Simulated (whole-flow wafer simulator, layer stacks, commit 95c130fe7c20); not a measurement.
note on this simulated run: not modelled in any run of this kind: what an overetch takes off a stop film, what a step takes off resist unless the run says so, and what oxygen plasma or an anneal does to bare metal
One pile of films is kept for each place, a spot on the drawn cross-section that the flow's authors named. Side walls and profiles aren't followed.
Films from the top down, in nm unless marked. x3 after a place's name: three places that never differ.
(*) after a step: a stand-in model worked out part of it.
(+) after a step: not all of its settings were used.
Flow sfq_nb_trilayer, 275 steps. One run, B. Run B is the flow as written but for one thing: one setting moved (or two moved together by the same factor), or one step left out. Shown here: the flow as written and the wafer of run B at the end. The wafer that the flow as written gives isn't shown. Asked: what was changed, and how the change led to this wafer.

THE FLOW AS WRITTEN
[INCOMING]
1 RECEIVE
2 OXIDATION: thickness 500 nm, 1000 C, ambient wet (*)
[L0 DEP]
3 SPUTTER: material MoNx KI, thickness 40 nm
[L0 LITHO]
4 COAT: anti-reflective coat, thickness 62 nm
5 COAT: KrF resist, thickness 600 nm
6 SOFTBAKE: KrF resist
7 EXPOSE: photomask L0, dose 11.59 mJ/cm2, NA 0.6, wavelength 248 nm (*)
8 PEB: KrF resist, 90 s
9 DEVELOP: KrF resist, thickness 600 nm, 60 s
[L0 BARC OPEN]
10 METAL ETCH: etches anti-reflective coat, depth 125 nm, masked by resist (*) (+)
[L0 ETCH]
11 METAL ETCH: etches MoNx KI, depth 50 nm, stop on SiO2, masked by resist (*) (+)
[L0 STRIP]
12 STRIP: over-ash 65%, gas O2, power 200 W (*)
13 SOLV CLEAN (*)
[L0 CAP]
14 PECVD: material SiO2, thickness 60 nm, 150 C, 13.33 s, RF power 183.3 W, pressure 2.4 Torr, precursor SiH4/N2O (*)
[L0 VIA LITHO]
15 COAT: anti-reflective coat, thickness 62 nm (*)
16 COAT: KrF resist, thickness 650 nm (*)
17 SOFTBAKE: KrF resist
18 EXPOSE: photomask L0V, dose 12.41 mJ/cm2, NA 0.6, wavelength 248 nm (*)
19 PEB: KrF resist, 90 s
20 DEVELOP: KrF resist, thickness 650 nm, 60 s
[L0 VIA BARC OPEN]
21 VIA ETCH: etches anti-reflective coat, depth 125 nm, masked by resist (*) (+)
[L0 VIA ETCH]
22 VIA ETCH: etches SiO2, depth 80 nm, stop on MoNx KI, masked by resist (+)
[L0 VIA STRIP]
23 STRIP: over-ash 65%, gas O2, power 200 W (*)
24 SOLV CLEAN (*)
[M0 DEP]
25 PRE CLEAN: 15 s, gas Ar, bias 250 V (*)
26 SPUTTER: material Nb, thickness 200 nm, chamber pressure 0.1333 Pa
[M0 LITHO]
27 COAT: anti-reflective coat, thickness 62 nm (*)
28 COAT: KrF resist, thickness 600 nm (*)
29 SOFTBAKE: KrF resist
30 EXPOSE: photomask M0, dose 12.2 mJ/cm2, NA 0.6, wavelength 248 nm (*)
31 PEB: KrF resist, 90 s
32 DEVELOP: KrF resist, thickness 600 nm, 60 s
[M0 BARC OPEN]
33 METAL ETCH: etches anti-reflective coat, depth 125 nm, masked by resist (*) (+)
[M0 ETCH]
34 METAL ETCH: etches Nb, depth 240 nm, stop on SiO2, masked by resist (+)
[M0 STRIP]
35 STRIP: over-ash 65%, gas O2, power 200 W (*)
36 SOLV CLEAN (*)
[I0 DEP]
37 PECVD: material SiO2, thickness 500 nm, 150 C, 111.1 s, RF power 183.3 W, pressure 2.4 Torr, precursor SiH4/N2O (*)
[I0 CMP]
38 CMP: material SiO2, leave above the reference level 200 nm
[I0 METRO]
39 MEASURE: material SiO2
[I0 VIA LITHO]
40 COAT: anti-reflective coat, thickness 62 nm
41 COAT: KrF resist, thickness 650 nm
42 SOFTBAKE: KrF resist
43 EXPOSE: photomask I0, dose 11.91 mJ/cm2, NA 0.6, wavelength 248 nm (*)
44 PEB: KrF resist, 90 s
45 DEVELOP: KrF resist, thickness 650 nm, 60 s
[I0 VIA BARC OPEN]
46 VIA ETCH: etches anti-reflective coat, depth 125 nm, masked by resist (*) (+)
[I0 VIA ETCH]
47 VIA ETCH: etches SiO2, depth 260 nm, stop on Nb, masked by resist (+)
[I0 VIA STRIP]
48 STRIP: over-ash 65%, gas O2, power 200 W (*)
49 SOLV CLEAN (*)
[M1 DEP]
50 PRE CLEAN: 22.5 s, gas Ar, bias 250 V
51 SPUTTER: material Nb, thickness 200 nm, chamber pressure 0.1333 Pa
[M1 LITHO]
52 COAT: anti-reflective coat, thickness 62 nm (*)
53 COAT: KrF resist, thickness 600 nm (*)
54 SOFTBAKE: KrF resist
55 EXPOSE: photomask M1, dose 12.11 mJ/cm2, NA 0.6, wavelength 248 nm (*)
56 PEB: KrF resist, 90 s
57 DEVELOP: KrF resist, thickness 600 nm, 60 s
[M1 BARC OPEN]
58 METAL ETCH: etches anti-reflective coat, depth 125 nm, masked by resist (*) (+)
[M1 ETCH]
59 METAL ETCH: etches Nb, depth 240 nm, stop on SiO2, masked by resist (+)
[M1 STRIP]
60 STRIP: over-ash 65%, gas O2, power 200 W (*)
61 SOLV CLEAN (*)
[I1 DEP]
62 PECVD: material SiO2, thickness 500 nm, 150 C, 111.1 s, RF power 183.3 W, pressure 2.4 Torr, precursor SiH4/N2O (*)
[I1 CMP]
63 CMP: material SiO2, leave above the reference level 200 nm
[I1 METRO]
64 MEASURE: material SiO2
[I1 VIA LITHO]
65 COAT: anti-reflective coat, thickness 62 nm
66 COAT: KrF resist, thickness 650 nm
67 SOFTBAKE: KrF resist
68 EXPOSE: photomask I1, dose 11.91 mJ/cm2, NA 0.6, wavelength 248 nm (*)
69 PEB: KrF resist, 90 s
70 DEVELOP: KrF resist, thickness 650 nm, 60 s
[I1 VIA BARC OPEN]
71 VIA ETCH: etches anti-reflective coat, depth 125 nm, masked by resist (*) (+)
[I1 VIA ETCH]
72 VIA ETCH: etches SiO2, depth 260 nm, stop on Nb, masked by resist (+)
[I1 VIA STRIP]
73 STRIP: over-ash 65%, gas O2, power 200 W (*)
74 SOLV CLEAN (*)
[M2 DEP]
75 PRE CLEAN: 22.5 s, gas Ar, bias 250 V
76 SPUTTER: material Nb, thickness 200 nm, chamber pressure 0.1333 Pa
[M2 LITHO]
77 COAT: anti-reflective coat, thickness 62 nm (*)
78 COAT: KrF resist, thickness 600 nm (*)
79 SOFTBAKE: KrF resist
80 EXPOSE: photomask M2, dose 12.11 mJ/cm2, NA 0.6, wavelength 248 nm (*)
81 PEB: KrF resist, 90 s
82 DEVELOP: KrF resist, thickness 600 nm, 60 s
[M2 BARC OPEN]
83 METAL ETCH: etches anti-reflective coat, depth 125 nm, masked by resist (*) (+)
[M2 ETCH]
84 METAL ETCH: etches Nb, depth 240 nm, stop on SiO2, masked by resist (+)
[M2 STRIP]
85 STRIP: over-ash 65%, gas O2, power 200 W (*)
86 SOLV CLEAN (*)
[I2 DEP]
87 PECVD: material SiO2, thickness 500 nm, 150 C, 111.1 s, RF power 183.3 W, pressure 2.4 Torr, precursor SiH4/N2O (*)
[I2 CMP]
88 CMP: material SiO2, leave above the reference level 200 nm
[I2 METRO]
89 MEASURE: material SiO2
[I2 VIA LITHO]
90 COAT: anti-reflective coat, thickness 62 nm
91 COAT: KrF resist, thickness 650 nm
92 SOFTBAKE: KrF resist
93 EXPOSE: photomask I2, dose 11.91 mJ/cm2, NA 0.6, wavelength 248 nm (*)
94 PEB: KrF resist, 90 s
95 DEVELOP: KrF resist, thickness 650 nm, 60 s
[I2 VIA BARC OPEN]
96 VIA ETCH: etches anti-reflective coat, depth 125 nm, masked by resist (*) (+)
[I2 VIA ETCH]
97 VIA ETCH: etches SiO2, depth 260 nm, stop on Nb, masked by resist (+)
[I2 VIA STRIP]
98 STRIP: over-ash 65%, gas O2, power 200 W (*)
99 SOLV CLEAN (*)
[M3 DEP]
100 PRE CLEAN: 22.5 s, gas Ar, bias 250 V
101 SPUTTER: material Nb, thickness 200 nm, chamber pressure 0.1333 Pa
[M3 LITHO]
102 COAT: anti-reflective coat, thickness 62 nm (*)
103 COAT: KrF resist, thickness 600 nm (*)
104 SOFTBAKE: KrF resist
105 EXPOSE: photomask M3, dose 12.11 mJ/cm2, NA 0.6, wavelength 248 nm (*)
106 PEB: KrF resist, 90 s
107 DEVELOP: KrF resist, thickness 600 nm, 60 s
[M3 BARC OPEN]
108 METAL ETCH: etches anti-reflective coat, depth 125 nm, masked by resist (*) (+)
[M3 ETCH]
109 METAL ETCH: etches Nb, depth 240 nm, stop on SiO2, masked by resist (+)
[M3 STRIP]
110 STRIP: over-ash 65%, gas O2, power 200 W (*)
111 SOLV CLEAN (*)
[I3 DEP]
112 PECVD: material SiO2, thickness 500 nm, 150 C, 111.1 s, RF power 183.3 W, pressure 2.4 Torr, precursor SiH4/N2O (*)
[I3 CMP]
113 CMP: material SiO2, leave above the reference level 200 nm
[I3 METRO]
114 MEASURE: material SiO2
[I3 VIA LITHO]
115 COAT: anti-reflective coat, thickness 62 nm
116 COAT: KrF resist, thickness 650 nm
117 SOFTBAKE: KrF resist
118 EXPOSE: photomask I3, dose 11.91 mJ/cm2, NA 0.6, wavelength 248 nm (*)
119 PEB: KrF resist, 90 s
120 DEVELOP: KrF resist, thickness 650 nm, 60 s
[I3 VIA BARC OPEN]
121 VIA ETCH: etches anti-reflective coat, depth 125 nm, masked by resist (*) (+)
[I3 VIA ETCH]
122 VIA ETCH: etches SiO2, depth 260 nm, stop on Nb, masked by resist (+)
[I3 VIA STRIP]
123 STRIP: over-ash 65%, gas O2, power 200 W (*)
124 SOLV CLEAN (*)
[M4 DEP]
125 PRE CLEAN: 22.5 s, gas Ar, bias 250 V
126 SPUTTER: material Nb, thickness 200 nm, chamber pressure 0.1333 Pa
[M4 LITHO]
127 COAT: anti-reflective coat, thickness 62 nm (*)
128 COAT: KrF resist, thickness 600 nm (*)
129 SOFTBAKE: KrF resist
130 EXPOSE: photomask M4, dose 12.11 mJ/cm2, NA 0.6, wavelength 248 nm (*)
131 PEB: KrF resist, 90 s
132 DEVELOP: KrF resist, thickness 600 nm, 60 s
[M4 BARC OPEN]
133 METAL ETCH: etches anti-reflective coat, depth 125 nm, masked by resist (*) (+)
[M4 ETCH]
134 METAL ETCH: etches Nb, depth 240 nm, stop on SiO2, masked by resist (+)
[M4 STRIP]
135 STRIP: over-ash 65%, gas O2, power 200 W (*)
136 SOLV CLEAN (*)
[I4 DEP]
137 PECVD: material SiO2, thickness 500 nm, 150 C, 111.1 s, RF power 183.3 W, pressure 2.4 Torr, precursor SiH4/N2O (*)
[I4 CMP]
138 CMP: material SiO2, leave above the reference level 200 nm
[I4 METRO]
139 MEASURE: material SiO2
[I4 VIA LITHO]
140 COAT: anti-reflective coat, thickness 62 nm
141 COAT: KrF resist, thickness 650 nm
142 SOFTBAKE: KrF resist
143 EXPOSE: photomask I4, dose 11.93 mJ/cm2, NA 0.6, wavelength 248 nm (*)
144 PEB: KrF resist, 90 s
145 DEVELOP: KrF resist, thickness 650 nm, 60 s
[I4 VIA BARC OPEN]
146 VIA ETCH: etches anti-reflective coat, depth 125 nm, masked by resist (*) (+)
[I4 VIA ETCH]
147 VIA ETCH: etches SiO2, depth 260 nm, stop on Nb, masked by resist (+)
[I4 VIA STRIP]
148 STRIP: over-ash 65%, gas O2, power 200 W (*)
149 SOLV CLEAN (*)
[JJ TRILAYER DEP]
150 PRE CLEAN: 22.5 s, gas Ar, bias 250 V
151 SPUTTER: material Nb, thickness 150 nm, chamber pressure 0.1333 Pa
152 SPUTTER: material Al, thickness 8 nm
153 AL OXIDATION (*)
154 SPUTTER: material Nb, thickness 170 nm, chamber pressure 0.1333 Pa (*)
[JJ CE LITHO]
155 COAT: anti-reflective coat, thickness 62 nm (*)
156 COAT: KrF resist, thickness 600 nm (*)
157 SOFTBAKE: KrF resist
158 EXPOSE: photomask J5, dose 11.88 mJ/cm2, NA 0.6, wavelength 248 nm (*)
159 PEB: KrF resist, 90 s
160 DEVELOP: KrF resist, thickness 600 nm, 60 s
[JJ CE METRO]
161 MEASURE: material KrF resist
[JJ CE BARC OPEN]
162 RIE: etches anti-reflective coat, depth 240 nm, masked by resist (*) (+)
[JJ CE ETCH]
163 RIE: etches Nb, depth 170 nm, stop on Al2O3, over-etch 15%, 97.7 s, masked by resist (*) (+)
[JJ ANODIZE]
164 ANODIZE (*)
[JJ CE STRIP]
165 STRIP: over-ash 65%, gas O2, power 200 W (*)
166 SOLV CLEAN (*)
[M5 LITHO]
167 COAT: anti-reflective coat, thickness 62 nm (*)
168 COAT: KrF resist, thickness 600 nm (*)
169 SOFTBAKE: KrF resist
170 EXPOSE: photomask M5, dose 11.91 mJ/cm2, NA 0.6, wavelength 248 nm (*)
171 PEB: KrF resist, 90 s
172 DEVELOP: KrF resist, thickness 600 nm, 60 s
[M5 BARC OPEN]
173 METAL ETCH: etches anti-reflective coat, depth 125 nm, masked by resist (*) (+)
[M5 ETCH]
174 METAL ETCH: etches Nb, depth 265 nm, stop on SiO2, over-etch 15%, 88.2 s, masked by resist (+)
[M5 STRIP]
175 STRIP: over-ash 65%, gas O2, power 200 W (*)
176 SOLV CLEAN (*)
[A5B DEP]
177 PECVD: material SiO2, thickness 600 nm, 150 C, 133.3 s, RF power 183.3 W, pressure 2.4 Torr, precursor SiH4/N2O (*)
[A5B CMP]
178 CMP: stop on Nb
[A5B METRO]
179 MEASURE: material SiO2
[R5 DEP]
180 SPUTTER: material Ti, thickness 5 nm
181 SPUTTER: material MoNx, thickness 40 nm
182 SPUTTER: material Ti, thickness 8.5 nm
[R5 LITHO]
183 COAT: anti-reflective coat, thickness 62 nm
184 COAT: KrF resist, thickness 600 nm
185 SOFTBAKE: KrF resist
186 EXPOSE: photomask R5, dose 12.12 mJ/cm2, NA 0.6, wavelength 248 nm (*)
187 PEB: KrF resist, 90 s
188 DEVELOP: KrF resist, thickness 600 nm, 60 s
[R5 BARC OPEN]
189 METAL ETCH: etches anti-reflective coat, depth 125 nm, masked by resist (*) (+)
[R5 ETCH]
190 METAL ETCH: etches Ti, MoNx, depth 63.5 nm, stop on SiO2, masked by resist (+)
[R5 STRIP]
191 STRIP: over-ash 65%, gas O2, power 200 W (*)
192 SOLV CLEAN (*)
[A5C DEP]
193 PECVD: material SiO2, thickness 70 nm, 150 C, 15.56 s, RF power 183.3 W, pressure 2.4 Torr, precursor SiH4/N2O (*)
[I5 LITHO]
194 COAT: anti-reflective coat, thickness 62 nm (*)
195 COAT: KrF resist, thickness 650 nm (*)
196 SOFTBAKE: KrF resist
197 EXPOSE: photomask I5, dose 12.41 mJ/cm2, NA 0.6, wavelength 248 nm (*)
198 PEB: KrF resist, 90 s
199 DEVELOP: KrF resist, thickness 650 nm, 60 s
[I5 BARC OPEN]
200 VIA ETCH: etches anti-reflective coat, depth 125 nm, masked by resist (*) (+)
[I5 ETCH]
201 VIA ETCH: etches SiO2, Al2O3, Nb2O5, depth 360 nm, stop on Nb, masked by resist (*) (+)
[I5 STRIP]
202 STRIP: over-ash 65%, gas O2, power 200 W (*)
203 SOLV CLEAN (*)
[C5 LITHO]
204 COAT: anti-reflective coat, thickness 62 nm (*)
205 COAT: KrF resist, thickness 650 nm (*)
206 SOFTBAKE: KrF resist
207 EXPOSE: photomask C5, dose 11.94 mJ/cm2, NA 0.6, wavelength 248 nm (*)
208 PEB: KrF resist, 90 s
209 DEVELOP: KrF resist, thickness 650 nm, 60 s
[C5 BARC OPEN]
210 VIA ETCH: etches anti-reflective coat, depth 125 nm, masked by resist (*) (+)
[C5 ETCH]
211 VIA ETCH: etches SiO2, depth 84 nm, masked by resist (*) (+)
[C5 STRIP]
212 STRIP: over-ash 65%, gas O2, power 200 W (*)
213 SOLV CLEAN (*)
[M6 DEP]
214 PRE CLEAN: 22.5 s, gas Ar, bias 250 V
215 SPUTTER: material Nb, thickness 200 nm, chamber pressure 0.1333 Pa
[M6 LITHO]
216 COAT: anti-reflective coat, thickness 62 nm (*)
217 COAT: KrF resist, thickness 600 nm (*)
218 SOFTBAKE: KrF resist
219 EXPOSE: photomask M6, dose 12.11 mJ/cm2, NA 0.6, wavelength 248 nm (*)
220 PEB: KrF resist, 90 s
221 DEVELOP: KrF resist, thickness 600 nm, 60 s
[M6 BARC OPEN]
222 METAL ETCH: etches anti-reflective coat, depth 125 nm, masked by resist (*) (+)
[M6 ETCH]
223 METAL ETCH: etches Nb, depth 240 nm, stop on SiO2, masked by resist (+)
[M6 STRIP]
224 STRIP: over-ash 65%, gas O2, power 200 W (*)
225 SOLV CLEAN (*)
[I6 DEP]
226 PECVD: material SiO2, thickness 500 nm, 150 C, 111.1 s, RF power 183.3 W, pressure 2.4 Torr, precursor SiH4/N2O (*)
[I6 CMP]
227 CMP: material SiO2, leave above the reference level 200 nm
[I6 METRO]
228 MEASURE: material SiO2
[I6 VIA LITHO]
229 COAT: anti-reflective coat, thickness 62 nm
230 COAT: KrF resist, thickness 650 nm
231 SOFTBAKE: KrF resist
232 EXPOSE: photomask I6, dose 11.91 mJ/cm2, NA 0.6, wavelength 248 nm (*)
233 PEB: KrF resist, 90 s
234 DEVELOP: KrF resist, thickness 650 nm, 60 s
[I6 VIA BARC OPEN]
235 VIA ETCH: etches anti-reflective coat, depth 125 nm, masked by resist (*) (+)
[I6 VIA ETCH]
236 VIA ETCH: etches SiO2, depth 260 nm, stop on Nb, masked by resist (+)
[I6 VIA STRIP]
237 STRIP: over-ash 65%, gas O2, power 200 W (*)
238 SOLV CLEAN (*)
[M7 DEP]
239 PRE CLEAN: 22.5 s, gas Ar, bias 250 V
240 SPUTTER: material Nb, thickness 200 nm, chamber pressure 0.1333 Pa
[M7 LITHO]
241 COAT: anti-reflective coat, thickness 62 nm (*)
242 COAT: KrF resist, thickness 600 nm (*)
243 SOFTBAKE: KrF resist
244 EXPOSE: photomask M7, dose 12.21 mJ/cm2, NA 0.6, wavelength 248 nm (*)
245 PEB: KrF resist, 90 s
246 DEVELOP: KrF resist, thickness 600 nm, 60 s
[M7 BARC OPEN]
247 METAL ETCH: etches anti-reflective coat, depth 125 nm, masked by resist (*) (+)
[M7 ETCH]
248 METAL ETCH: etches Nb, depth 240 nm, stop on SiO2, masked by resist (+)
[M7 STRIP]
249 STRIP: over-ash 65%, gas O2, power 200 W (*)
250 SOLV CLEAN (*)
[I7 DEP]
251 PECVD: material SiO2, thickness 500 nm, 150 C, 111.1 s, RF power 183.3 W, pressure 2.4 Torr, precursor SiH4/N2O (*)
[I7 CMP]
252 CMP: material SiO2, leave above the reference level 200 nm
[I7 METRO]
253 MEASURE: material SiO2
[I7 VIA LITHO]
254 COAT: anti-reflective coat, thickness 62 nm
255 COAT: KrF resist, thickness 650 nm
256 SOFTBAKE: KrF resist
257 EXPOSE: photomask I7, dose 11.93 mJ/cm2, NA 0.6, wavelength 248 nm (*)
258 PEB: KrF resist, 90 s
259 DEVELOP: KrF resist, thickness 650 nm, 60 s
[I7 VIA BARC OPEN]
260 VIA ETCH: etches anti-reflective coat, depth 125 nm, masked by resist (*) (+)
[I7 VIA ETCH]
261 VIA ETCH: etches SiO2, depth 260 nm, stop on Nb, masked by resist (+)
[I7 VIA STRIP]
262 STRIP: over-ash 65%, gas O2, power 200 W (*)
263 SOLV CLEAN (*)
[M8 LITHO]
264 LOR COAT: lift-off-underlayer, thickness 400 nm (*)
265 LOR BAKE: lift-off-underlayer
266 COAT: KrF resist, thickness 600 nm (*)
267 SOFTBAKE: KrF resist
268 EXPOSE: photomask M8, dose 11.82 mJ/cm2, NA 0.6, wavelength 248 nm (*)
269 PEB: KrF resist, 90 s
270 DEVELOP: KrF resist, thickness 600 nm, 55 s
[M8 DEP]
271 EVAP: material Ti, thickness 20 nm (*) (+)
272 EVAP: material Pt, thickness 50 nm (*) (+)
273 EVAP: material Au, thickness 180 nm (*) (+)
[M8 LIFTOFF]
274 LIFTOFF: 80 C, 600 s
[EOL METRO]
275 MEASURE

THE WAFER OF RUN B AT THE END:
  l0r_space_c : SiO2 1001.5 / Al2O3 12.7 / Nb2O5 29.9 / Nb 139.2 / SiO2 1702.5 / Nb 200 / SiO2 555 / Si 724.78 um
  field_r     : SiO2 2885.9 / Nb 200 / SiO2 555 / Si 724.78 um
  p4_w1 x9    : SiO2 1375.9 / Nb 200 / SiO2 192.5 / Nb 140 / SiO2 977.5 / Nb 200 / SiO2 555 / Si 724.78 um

The cause: step 101, SPUTTER: thickness 140 nm was run, where the flow has thickness 200 nm.
It can be read off the wafer: p4_w1 x9 has Nb 140, and step 101 as written asks for 200 nm.

How the change led to this, step by step:
  101 SPUTTER: material Nb, thickness 200 nm, chamber pressure 0.1333 Pa
      field_l, v_sur, via_wl and 102 more: Nb +140 (new film) (as written it would be: Nb +200 (new film))
      via_w: Nb +115.6 (as written it would be: Nb +165.5)
  102 COAT: anti-reflective coat, thickness 62 nm (*)
      via_wl: anti-reflective coat +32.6 (new film) (as written it would be: anti-reflective coat +34.2 (new film))
      via_w: anti-reflective coat +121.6 (new film) (as written it would be: anti-reflective coat +124.8 (new film))
  109 METAL ETCH: etches Nb, depth 240 nm, stop on SiO2, masked by resist (+)
      field_l, be, be_sur and 72 more: Nb -140 (all of it) (as written it would be: Nb -200 (all of it))
      v_sur, via_wl, via_w and 28 more: KrF resist -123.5 (as written it would be: KrF resist -141.2)
  110 STRIP: over-ash 65%, gas O2, power 200 W (*)
      p4_w1 x9, wl_j_sl, wl_jj and 13 more: KrF resist -400 (all of it), anti-reflective coat -62 (all of it) (as written it would be: KrF resist -382.4 (all of it), anti-reflective coat -62 (all of it))
      v_sur: KrF resist -383.6 (all of it), anti-reflective coat -60.8 (all of it) (as written it would be: KrF resist -365.3 (all of it), anti-reflective coat -61.1 (all of it))
      (and at 6 more places)
  112 PECVD: material SiO2, thickness 500 nm, 150 C, 111.1 s, RF power 183.3 W, pressure 2.4 Torr, precursor SiH4/N2O (*)
      p4_g1 x2, p3_s0 x6: SiO2 +500 (as written it would be: SiO2 +557.1)
      via_w: SiO2 +598.9 (new film) (as written it would be: SiO2 +615 (new film))
  113 CMP: material SiO2, leave above the reference level 200 nm
      field_l, be, be_sur and 64 more: SiO2 -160 (as written it would be: SiO2 -100)
      via_w: SiO2 -175.5 (as written it would be: SiO2 -181.6)
